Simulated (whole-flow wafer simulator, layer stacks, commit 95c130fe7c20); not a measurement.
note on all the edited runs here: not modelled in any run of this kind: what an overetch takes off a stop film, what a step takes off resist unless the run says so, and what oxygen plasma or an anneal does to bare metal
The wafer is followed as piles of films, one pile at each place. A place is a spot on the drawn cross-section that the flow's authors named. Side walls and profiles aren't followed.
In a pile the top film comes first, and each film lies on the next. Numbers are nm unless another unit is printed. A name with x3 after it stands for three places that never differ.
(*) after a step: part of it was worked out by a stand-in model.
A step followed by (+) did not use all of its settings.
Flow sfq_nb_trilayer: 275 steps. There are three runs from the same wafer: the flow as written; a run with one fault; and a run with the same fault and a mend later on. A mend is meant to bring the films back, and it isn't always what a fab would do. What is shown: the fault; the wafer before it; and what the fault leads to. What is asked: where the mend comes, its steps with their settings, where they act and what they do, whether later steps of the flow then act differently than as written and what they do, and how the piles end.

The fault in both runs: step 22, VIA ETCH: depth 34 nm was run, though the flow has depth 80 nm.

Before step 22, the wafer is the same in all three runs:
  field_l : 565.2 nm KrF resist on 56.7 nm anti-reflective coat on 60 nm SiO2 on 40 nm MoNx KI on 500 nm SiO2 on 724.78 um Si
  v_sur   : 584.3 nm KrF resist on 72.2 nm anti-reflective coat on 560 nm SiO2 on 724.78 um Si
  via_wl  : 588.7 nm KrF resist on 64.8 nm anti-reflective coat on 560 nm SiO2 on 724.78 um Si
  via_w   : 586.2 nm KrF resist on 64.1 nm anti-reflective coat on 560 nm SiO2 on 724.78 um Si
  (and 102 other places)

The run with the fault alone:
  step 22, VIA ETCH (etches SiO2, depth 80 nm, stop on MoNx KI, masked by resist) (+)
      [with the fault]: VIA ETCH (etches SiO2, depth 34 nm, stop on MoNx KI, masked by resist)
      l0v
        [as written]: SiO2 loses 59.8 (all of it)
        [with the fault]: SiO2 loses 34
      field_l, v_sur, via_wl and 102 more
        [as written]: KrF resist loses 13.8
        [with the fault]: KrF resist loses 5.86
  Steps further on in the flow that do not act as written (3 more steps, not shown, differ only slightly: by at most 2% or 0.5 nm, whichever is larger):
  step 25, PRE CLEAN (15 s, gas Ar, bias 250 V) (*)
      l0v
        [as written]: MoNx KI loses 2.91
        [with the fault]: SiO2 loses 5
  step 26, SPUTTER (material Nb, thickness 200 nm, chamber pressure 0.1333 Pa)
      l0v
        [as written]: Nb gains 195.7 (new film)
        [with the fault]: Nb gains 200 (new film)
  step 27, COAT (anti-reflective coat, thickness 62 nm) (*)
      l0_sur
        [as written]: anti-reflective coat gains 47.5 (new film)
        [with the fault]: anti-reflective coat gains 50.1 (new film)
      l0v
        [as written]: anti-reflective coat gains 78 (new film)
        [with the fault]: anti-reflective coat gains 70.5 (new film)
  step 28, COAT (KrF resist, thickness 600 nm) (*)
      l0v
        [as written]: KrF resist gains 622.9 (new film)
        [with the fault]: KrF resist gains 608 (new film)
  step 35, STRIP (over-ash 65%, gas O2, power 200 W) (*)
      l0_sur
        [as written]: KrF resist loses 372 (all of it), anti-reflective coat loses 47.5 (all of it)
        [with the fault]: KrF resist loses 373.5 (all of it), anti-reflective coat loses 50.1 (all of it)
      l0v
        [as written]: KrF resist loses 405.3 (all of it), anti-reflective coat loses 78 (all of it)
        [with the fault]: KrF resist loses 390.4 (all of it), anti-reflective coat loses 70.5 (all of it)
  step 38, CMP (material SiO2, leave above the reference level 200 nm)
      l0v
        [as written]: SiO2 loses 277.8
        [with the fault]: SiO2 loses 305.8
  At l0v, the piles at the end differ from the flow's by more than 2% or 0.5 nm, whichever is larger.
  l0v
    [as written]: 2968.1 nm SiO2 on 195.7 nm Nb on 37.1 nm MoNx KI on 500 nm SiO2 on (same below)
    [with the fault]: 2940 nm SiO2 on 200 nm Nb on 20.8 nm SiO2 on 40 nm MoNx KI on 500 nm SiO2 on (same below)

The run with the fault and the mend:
  The mend follows step 23.
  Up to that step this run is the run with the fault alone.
  step 23a, COAT (anti-reflective coat, thickness 62 nm) (*) (a further turn of the flow's step 15)
      p4_fl x3, p4_w1 x9, p4_g1 x2 and 59 more
        anti-reflective coat gains 62 (new film)
      be, be_sur, gap, jj_sur, res, r_end, moat, field_r
        anti-reflective coat gains 63.7 (new film)
      ce_l, c5j, ce_r, sp_r, be_r, r_sur
        anti-reflective coat gains 63.6 (new film)
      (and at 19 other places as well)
  step 23b, COAT (KrF resist, thickness 650 nm) (*) (a further turn of the flow's step 16)
      p4_fl x3, p4_w1 x9, p4_g1 x2 and 59 more
        KrF resist gains 650 (new film)
      jj_sur, ce_l, c5j, ce_r, sp_r, be_r, r_sur, res
        KrF resist gains 656.8 (new film)
      l0r_line_l, l0r_line_c, l0r_line_r
        KrF resist gains 646 (new film)
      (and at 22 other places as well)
  step 23c, SOFTBAKE (KrF resist) (a further turn of the flow's step 17)
      alters no film at any place that is followed
  step 23d, EXPOSE (photomask L0V, dose 12.41 mJ/cm2, NA 0.6, wavelength 248 nm) (*) (a further turn of the flow's step 18)
      alters no film at any place that is followed
  step 23e, PEB (KrF resist, 90 s) (a further turn of the flow's step 19)
      p4_fl x3, p4_w1 x9, p4_g1 x2 and 59 more
        KrF resist loses 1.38
      via_v, wire, be and 17 more
        KrF resist loses 1.39
      v_sur, via_w, via_wr, via_sp, ln_m6, lsp_r
        KrF resist loses 1.4
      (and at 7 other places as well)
  step 23f, DEVELOP (KrF resist, thickness 650 nm, 60 s) (a further turn of the flow's step 20)
      field_l, v_sur, via_wl and 102 more
        KrF resist loses 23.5
      l0v
        KrF resist loses 657 (all of it)
  step 23g, VIA ETCH (etches anti-reflective coat, depth 125 nm, masked by resist) (*) (+) (a further turn of the flow's step 21)
      field_l, v_sur, via_wl and 102 more
        KrF resist loses 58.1
      l0v
        anti-reflective coat loses 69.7 (all of it), SiO2 loses 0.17
  step 23h, VIA ETCH (etches SiO2, depth 46 nm, stop on MoNx KI, masked by resist) (+) (a further turn of the flow's step 22, with different settings)
      field_l, v_sur, via_wl and 102 more
        KrF resist loses 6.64
      l0v
        SiO2 loses 25.7 (all of it)
  step 23i, STRIP (over-ash 65%, gas O2, power 200 W) (*) (a further turn of the flow's step 23)
      p4_fl x3, p4_w1 x9, p4_g1 x2 and 59 more
        KrF resist loses 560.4 (all of it), anti-reflective coat loses 62 (all of it)
      ce_l, c5j, r_sur
        KrF resist loses 567.2 (all of it), anti-reflective coat loses 63.6 (all of it)
      ce_r, sp_r, be_r
        KrF resist loses 567.1 (all of it), anti-reflective coat loses 63.6 (all of it)
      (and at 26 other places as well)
  Every later step of the flow that is run acts as written at every place that is followed.
  By the end, the piles equal the flow's at every place that both follow.
